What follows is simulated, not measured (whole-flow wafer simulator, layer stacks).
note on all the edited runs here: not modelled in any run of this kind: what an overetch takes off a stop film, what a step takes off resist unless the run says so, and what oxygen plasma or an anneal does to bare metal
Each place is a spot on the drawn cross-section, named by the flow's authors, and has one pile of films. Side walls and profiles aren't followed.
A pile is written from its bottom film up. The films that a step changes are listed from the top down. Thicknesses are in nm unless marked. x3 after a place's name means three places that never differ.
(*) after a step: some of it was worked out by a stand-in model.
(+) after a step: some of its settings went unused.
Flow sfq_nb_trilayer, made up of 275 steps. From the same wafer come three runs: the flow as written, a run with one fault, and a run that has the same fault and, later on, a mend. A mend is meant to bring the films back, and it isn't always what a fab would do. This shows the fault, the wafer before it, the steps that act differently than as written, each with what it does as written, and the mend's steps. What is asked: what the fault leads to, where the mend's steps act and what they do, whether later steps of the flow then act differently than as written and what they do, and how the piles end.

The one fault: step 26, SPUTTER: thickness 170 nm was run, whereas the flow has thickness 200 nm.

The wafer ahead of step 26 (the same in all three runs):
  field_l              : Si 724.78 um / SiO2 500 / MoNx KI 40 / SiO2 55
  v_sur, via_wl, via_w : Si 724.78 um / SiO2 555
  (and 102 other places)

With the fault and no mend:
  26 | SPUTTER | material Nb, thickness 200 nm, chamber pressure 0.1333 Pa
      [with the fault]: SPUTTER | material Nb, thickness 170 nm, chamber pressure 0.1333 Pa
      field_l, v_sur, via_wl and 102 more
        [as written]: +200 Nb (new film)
        [with the fault]: +170 Nb (new film)
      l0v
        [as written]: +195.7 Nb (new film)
        [with the fault]: +165.7 Nb (new film)
  Later steps of the flow acting differently than as written (not shown: 3 more steps that differ only slightly, by at most 2% or 0.5 nm, whichever is larger):
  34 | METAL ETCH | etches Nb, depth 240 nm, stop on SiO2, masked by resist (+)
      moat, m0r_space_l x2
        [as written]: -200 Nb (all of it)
        [with the fault]: -170 Nb (all of it)
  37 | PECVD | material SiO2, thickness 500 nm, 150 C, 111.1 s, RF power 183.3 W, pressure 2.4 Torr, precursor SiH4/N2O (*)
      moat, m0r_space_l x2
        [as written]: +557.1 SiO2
        [with the fault]: +527.1 SiO2
  At field_l, v_sur, via_wl and 100 more, the piles at the end differ from the flow's by more than 2% or 0.5 nm, whichever is larger.
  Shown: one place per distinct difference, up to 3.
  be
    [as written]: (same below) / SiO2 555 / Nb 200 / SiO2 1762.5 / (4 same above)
    [with the fault]: (same below) / SiO2 555 / Nb 170 / SiO2 1762.5 / (4 same above)
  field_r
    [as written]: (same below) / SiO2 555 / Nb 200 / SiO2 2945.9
    [with the fault]: (same below) / SiO2 555 / Nb 170 / SiO2 2945.9
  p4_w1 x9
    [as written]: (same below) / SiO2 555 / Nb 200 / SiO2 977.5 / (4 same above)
    [with the fault]: (same below) / SiO2 555 / Nb 170 / SiO2 977.5 / (4 same above)

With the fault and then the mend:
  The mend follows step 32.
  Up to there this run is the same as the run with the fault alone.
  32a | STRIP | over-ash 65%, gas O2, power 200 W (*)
      p4_fl x3, p4_w1 x9, p4_g1 x2 and 57 more
        -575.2 KrF resist (all of it), -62 anti-reflective coat (all of it)
      jj_sur, ce_l, c5j and 6 more
        -581.9 KrF resist (all of it), -63.6 anti-reflective coat (all of it)
      l0r_line_l, l0r_line_c, l0r_line_r
        -571.4 KrF resist (all of it), -59 anti-reflective coat (all of it)
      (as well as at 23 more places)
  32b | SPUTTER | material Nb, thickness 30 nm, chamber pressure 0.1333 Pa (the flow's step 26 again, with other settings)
      field_l, via_wl, via_w and 100 more
        +30 Nb
      v_sur
        +29 Nb
      lsp_r
        +29.5 Nb
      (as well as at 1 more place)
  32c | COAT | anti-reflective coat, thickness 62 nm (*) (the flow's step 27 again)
      p4_fl x3, p4_w1 x9, p4_g1 x2 and 59 more
        +62 anti-reflective coat (new film)
      gap, jj_sur, ce_l and 8 more
        +63.6 anti-reflective coat (new film)
      via_v, wire, ln_m5, lsp_m, ln_m6
        +63.8 anti-reflective coat (new film)
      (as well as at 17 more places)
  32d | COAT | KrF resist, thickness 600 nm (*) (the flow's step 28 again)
      p4_fl x3, p4_w1 x9, p4_g1 x2 and 59 more
        +600 KrF resist (new film)
      jj_sur, ce_l, c5j, res, r_end
        +606.7 KrF resist (new film)
      ce_r, sp_r, be_r, r_sur
        +606.6 KrF resist (new film)
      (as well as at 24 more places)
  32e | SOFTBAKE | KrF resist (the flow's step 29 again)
      leaves every film unchanged at each place that is followed
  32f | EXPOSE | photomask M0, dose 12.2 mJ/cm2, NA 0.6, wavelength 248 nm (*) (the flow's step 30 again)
      leaves every film unchanged at each place that is followed
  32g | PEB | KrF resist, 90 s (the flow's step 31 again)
      p4_fl x3, p4_w1 x9, p4_g1 x2 and 62 more
        -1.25 KrF resist
      v_sur, via_wr, via_sp and 21 more
        -1.27 KrF resist
      field_l, l0_sur
        -1.23 KrF resist
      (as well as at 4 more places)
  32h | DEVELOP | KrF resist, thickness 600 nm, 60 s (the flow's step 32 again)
      field_l, v_sur, via_wl and 100 more
        -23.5 KrF resist
      m0r_space_l x2
        -598.7 KrF resist (all of it)
      moat
        -605.5 KrF resist (all of it)
  Later steps of the flow that are run all act as written at every place that is followed, up to a difference of at most 2% or 0.5 nm, whichever is larger.
  At the end the piles are close to the flow's at the places that both follow, differing by at most 2% or 0.5 nm, whichever is larger.
